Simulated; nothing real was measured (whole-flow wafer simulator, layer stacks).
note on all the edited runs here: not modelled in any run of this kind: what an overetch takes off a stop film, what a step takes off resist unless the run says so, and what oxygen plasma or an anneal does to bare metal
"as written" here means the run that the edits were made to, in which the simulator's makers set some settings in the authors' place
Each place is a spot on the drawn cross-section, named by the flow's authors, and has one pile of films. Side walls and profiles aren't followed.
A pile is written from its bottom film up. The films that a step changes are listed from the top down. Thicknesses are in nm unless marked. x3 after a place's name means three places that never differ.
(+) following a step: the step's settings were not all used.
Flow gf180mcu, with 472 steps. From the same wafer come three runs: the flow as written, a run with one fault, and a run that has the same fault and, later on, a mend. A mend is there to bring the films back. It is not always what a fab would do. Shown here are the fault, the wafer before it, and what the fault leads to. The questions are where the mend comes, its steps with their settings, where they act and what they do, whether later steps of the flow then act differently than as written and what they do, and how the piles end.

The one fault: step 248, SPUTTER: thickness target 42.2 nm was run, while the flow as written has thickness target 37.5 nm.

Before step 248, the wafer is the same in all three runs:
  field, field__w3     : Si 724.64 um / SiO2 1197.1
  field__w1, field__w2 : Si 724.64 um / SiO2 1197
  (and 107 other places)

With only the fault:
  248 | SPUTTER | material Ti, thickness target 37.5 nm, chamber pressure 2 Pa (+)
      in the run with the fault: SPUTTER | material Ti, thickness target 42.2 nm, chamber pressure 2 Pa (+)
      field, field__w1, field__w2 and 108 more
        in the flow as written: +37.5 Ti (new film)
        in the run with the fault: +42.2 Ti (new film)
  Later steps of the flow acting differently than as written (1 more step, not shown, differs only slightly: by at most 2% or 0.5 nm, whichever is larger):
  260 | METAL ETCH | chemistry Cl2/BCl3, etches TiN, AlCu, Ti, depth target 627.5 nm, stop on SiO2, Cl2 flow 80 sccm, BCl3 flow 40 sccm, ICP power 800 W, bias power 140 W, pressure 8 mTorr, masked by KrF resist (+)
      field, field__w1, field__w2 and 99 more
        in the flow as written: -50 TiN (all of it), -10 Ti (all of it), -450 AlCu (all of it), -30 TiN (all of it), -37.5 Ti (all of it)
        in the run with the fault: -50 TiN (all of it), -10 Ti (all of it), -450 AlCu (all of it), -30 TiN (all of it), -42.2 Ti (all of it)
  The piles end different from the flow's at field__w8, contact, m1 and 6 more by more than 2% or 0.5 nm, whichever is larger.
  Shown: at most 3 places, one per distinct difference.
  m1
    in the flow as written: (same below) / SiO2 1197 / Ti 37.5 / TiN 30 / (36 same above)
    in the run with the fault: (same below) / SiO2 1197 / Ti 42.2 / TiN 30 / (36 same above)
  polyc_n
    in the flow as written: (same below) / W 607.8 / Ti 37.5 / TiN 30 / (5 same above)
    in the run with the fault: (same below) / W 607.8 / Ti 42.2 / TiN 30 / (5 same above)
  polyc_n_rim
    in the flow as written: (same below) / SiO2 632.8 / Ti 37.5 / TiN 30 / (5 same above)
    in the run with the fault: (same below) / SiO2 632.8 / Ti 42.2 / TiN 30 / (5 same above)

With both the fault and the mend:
  The mend stands after step 248.
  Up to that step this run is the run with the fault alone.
  248a | METAL ETCH | chemistry Cl2/BCl3, etches TiN, AlCu, Ti, depth target 4.7 nm, Cl2 flow 80 sccm, BCl3 flow 40 sccm, ICP power 800 W, bias power 140 W, pressure 8 mTorr
      field, field__w1, field__w2 and 108 more
        -4.7 Ti
  Later steps of the flow that are run all act as written at every place that is followed.
  By the end, the piles equal the flow's at every place that both follow.
